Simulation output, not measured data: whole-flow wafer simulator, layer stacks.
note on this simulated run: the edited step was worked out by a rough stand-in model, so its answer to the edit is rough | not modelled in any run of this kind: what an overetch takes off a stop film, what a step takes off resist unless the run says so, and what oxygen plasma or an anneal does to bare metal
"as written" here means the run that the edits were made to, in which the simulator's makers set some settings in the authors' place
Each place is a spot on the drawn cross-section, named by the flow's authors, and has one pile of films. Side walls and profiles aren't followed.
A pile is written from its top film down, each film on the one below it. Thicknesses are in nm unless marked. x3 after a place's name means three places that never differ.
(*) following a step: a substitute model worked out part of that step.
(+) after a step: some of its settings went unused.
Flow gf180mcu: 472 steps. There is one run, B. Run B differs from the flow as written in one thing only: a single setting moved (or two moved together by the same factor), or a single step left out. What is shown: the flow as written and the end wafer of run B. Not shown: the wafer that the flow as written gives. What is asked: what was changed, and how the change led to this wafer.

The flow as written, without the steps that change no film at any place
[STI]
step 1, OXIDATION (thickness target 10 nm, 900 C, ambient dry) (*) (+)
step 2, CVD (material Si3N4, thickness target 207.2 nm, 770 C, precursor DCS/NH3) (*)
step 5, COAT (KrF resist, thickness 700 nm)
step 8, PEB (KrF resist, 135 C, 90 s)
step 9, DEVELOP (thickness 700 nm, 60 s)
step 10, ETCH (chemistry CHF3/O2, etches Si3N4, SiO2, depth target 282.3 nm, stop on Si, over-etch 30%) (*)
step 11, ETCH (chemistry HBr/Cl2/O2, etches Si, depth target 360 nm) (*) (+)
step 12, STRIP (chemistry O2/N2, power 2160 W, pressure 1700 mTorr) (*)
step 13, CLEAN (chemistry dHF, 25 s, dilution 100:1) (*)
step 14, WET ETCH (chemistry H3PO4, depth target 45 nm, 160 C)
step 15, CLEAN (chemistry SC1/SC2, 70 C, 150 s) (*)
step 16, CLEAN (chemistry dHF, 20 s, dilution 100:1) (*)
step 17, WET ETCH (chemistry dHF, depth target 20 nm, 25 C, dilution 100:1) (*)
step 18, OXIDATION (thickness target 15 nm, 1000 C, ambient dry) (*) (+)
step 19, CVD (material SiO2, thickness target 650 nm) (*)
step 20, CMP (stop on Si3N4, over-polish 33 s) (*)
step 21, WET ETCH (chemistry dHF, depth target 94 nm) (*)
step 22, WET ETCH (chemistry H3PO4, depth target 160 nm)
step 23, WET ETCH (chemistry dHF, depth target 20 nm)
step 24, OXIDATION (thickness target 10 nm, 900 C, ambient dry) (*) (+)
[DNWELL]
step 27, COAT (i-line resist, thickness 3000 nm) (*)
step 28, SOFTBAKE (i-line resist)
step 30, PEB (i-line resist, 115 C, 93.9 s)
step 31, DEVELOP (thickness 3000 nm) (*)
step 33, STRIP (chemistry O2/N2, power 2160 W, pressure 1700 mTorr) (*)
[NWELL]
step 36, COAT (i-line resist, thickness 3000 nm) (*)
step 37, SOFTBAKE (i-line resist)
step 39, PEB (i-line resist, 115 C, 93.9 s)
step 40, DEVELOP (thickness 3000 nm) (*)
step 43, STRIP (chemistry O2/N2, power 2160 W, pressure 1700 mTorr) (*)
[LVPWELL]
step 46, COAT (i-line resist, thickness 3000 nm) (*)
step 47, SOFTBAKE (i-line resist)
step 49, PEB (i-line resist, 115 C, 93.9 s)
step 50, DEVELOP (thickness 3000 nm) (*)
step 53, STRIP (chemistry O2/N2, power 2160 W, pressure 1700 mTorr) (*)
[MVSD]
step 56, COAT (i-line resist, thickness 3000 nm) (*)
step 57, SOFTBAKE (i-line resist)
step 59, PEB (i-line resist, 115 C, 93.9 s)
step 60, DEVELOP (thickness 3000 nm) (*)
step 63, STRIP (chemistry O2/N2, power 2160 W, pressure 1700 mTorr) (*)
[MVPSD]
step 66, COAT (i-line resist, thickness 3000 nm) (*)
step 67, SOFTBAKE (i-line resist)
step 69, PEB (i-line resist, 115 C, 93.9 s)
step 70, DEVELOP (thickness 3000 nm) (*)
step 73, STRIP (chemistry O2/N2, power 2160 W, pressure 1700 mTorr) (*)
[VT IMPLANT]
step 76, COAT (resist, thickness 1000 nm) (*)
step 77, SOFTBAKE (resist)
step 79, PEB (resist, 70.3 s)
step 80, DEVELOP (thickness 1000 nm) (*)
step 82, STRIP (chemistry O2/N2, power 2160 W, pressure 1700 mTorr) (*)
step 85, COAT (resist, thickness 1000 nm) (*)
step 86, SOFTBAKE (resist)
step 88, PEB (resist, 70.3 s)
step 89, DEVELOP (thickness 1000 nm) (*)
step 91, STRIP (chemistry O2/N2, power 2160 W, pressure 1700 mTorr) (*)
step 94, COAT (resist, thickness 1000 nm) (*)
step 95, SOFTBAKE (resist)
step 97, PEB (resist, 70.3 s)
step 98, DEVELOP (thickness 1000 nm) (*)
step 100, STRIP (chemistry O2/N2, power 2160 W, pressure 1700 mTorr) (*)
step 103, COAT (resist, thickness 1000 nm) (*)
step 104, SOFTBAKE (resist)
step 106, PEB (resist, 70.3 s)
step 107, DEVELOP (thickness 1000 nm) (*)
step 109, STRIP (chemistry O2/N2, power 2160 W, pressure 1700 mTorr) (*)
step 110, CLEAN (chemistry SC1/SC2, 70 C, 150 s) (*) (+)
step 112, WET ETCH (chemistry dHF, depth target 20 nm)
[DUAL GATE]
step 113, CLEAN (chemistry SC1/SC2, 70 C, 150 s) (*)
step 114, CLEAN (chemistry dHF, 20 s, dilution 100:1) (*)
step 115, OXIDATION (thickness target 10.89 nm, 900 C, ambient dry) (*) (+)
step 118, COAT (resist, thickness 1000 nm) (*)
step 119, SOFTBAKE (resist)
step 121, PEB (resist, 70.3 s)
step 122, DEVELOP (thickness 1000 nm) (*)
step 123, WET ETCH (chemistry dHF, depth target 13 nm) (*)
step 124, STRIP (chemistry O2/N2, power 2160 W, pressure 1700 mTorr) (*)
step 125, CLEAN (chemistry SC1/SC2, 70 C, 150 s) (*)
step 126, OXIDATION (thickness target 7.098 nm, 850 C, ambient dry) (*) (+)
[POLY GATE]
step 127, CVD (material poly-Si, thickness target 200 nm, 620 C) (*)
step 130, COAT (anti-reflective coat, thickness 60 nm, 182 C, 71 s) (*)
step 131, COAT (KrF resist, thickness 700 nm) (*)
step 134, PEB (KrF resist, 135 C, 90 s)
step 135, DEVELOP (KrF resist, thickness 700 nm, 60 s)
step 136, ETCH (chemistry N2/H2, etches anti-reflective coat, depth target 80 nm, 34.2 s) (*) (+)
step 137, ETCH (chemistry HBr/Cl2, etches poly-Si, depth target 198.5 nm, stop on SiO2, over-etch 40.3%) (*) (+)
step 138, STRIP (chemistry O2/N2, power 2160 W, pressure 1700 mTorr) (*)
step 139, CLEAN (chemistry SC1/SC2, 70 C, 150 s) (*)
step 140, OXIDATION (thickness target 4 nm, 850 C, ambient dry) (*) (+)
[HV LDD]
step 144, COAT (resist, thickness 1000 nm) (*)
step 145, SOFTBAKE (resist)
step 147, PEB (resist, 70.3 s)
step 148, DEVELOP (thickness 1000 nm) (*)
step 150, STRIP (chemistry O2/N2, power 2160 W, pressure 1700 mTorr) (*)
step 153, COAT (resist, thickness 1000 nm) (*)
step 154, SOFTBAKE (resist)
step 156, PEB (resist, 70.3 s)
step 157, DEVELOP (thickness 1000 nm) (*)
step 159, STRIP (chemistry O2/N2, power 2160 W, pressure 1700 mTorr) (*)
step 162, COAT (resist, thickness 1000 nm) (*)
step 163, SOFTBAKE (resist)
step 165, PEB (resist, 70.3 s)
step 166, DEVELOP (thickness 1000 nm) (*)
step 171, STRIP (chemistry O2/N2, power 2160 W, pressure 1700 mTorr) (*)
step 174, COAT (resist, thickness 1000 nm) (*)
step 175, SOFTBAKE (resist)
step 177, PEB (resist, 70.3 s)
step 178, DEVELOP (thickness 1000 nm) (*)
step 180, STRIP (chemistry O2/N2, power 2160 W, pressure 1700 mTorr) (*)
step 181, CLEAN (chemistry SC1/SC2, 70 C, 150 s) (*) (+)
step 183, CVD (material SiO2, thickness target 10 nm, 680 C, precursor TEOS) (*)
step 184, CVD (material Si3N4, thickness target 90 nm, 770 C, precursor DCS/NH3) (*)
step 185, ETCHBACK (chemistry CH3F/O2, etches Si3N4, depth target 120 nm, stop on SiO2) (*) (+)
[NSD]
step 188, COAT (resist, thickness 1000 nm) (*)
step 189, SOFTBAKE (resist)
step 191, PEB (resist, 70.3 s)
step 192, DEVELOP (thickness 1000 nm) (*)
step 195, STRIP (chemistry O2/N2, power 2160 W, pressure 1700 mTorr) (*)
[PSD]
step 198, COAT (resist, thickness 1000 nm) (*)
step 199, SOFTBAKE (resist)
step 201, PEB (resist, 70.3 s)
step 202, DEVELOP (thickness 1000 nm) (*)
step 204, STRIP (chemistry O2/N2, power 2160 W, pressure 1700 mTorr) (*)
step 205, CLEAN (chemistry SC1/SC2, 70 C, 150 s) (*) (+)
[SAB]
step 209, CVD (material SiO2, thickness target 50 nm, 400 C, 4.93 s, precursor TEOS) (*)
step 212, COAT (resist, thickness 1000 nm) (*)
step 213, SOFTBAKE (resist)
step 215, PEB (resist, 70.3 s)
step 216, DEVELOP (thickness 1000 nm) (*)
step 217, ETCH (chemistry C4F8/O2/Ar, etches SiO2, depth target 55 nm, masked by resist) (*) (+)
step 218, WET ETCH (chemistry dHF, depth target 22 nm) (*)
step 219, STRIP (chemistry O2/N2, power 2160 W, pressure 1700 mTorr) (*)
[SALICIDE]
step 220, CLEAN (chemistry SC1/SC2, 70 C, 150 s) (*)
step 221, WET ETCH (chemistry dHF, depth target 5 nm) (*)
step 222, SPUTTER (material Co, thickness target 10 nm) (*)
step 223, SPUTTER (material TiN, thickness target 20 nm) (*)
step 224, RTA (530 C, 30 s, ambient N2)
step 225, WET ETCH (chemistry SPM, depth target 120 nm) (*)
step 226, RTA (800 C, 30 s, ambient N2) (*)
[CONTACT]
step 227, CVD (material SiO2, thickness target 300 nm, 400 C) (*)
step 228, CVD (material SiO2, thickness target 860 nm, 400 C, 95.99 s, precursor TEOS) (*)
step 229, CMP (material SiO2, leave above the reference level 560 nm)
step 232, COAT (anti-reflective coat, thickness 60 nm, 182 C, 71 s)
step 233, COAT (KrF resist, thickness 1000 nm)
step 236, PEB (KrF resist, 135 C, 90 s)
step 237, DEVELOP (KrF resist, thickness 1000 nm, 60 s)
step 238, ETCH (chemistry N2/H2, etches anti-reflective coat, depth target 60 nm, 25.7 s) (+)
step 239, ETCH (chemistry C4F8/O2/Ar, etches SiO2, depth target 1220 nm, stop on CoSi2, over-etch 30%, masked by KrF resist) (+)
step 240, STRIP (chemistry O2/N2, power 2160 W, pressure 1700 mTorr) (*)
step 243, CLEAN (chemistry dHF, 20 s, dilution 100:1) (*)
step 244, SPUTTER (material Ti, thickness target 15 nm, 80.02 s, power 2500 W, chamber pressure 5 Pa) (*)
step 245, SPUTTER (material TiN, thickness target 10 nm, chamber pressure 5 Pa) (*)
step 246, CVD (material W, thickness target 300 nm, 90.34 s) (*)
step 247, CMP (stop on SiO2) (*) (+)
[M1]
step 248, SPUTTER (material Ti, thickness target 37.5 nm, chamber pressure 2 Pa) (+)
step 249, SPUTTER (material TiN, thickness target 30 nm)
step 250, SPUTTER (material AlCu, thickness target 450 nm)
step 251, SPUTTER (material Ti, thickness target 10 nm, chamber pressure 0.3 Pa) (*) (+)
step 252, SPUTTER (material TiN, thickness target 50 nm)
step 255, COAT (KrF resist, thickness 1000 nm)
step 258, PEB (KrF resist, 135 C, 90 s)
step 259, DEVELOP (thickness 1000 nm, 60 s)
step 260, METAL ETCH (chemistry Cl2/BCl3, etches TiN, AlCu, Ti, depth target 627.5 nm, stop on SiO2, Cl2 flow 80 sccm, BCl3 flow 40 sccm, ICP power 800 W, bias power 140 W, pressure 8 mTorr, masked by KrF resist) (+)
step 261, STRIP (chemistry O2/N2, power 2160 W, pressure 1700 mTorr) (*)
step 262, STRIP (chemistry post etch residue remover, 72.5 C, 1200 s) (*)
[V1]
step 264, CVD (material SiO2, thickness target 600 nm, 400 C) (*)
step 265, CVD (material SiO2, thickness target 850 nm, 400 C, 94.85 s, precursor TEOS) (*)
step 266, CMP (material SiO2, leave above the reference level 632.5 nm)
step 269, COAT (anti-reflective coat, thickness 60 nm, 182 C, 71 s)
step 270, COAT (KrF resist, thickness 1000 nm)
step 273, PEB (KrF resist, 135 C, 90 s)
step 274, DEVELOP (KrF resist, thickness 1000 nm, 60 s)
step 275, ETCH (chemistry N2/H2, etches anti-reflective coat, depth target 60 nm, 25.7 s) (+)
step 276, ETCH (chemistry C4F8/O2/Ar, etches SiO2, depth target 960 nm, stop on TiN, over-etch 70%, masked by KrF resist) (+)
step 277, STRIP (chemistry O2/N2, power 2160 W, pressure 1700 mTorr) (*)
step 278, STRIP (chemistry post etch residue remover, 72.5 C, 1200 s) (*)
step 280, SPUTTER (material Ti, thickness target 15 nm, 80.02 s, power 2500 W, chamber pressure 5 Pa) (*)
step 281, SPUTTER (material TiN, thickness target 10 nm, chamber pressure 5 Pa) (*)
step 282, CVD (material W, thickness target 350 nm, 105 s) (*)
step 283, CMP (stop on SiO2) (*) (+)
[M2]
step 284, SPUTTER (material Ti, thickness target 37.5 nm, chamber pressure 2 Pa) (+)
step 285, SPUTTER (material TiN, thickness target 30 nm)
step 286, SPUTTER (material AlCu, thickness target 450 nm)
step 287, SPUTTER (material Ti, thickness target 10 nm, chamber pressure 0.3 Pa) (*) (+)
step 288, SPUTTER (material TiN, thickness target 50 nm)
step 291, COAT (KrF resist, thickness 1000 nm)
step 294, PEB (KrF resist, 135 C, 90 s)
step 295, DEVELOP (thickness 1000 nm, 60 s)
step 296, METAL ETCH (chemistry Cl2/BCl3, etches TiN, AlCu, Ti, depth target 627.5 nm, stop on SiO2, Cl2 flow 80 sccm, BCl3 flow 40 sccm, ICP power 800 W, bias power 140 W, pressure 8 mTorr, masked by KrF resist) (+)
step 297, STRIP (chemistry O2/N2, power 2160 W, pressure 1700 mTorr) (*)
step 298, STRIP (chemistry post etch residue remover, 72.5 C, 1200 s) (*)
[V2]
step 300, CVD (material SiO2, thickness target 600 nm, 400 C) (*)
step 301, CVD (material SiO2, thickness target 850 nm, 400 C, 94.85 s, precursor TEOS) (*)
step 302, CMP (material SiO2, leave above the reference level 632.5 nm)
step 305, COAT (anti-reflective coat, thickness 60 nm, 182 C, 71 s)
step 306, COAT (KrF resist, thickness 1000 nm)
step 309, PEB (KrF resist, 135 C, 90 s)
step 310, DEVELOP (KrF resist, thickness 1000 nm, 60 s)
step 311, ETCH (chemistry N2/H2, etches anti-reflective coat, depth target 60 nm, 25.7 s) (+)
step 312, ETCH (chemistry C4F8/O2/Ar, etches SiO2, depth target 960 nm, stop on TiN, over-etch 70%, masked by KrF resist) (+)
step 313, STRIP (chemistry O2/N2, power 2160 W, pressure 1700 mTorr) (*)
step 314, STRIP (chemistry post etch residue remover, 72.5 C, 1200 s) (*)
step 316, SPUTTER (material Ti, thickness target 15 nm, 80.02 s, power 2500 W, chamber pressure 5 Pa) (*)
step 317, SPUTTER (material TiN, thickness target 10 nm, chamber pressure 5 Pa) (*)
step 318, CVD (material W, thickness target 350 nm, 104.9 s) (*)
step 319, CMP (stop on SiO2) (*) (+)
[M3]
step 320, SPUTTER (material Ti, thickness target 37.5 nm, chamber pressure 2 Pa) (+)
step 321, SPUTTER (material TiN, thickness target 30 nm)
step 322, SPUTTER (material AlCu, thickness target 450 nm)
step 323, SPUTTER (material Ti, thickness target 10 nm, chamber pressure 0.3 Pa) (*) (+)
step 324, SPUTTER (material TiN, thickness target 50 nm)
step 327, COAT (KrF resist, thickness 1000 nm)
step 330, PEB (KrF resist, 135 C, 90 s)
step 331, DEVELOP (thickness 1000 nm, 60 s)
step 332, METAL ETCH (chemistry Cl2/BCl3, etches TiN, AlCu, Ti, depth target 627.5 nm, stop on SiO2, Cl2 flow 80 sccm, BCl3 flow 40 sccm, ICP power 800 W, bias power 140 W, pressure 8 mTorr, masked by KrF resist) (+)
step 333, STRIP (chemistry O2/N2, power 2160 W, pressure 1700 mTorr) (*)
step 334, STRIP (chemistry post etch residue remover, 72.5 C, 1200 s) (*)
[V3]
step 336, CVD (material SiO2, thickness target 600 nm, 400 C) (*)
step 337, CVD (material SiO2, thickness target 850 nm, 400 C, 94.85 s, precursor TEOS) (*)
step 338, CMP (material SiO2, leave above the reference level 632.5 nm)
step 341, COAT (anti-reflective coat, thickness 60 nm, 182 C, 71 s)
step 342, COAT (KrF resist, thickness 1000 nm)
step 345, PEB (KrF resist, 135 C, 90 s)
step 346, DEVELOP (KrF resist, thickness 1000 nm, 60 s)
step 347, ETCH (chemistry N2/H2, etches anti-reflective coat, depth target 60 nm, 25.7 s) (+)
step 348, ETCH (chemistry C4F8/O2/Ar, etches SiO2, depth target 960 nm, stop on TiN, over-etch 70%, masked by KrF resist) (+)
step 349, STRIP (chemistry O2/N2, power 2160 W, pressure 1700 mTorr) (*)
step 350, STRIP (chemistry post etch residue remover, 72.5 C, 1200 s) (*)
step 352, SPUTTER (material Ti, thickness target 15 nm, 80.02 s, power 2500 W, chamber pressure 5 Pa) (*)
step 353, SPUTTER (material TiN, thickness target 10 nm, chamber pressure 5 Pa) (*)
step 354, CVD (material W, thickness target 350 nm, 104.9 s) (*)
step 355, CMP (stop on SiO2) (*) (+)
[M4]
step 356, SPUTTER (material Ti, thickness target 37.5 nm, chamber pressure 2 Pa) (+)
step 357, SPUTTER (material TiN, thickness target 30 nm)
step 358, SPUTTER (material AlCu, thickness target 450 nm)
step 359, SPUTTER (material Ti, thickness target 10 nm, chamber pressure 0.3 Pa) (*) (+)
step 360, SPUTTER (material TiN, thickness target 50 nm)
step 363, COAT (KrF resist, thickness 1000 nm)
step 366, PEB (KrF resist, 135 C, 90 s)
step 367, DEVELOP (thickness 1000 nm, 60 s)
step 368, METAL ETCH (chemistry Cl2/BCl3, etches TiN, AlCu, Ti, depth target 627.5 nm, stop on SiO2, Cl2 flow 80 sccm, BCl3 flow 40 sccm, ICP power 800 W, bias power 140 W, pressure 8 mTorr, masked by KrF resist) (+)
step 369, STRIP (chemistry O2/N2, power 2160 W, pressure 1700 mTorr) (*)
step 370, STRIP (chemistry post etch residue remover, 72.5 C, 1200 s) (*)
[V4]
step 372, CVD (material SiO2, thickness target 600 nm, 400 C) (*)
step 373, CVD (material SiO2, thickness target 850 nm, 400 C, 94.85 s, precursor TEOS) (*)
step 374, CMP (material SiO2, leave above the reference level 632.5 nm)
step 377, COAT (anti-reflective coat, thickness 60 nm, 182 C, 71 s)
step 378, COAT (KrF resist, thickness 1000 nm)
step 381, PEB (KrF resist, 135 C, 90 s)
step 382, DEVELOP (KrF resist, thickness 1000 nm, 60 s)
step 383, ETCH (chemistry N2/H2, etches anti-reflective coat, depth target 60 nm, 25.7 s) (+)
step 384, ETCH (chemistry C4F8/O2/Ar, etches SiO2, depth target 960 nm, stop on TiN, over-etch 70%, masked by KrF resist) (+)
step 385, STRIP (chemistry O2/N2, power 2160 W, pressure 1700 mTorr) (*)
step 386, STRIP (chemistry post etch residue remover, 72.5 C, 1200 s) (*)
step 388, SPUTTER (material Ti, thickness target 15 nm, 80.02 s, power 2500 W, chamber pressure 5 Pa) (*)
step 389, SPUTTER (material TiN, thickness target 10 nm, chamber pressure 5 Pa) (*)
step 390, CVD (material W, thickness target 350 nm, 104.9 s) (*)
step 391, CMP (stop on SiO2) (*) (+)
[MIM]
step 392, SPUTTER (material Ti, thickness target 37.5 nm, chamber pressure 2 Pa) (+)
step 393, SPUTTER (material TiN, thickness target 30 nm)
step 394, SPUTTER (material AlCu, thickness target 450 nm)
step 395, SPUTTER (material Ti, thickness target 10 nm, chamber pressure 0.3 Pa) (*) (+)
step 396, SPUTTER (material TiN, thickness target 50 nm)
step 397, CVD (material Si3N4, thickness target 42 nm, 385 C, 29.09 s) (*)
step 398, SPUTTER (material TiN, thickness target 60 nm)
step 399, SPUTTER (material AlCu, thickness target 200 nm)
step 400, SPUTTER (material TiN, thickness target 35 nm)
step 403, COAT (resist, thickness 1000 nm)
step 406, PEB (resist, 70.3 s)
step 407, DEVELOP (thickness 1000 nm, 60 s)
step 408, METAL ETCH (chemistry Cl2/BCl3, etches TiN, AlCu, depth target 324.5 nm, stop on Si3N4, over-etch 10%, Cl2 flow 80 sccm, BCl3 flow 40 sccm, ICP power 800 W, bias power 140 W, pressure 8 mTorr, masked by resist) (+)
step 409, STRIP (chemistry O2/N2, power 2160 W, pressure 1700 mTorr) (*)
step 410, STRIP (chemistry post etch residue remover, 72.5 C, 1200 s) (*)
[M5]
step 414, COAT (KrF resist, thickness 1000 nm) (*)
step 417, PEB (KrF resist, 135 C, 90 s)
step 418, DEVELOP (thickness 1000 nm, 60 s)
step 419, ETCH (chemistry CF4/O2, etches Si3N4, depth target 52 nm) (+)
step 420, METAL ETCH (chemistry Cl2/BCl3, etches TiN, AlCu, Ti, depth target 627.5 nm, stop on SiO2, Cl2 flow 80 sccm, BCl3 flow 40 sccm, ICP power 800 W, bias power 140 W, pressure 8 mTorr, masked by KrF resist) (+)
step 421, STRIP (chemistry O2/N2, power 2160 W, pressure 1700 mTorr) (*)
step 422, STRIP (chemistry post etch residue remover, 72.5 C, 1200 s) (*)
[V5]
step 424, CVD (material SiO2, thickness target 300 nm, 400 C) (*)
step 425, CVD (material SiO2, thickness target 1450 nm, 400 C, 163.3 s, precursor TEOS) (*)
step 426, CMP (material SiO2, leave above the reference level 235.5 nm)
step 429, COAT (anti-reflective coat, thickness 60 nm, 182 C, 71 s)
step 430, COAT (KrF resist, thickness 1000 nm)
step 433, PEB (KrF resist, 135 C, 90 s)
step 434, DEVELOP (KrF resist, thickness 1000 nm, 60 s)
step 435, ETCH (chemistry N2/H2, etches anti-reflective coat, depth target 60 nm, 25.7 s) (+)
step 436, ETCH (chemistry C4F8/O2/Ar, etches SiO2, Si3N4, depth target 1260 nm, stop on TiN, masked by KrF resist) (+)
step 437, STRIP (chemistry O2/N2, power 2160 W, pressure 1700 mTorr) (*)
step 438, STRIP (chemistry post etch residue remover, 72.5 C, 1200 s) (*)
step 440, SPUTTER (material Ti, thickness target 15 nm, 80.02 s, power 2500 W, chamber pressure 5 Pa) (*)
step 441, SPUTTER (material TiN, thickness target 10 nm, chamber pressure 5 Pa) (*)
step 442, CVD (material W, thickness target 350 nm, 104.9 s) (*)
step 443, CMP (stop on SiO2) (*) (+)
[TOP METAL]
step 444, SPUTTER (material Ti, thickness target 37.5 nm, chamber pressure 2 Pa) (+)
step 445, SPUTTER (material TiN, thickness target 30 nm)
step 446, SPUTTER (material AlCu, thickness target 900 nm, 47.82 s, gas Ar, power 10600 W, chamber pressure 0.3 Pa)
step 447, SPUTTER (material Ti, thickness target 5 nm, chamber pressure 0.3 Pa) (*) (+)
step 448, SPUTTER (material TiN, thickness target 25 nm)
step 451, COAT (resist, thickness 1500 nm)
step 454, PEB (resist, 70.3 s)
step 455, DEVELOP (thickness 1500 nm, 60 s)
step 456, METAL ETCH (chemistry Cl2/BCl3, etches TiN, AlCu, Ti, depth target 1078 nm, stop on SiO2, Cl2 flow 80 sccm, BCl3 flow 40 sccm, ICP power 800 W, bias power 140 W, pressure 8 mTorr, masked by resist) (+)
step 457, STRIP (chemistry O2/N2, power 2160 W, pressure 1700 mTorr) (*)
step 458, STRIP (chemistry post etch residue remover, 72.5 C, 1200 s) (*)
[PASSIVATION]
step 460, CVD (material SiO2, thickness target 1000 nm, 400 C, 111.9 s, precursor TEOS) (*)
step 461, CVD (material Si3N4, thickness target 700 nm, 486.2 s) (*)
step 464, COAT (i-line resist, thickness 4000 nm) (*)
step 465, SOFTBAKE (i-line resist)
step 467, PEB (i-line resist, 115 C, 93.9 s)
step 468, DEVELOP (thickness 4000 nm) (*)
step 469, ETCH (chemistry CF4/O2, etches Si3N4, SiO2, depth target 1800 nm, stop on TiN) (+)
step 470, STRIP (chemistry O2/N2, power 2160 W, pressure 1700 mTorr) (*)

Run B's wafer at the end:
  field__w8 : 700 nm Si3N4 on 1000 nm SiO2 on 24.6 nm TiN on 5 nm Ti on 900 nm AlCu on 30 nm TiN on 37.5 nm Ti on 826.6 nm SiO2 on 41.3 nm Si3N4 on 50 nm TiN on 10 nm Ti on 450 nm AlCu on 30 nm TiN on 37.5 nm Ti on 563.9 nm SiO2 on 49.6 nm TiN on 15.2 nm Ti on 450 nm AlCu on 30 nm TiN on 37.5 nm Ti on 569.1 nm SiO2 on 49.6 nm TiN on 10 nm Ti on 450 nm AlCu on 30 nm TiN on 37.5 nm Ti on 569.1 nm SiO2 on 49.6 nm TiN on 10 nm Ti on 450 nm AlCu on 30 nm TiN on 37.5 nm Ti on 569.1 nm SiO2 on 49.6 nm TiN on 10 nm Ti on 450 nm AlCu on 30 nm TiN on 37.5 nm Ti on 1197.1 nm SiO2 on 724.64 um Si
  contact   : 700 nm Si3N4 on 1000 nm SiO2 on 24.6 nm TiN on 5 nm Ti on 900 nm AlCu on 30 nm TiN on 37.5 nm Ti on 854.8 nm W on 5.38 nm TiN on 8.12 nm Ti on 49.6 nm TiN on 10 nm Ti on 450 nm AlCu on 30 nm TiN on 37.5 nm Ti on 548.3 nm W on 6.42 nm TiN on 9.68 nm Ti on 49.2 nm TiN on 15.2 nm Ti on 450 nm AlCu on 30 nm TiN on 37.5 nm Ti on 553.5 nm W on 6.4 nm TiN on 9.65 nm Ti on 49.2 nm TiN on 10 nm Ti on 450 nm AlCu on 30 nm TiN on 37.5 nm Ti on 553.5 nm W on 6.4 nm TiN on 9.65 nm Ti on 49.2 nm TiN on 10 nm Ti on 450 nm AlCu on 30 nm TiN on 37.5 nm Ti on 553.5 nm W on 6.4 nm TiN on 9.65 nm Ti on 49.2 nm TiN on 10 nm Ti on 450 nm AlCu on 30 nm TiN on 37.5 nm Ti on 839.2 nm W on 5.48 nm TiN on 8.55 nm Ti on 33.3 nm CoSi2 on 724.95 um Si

The reason: step 359, SPUTTER: thickness target 15.2 nm was run, though the flow has thickness target 10 nm.
One can read it off the wafer: field__w8 has Ti 15.2, and step 359 as written asks for 10 nm.

The path from the change to this, step by step:
  step 359, SPUTTER (material Ti, thickness target 10 nm, chamber pressure 0.3 Pa) (*) (+)
      field, field__w1, field__w2 and 108 more: Ti gains 15.2 (new film) (it would be, as written: Ti gains 10 (new film))
  step 368, METAL ETCH (chemistry Cl2/BCl3, etches TiN, AlCu, Ti, depth target 627.5 nm, stop on SiO2, Cl2 flow 80 sccm, BCl3 flow 40 sccm, ICP power 800 W, bias power 140 W, pressure 8 mTorr, masked by KrF resist) (+)
      field, field__w1, field__w2 and 103 more: TiN loses 50 (all of it), Ti loses 15.2 (all of it), AlCu loses 450 (all of it), TiN loses 30 (all of it), Ti loses 37.5 (all of it) (it would be, as written: TiN loses 50 (all of it), Ti loses 10 (all of it), AlCu loses 450 (all of it), TiN loses 30 (all of it), Ti loses 37.5 (all of it))
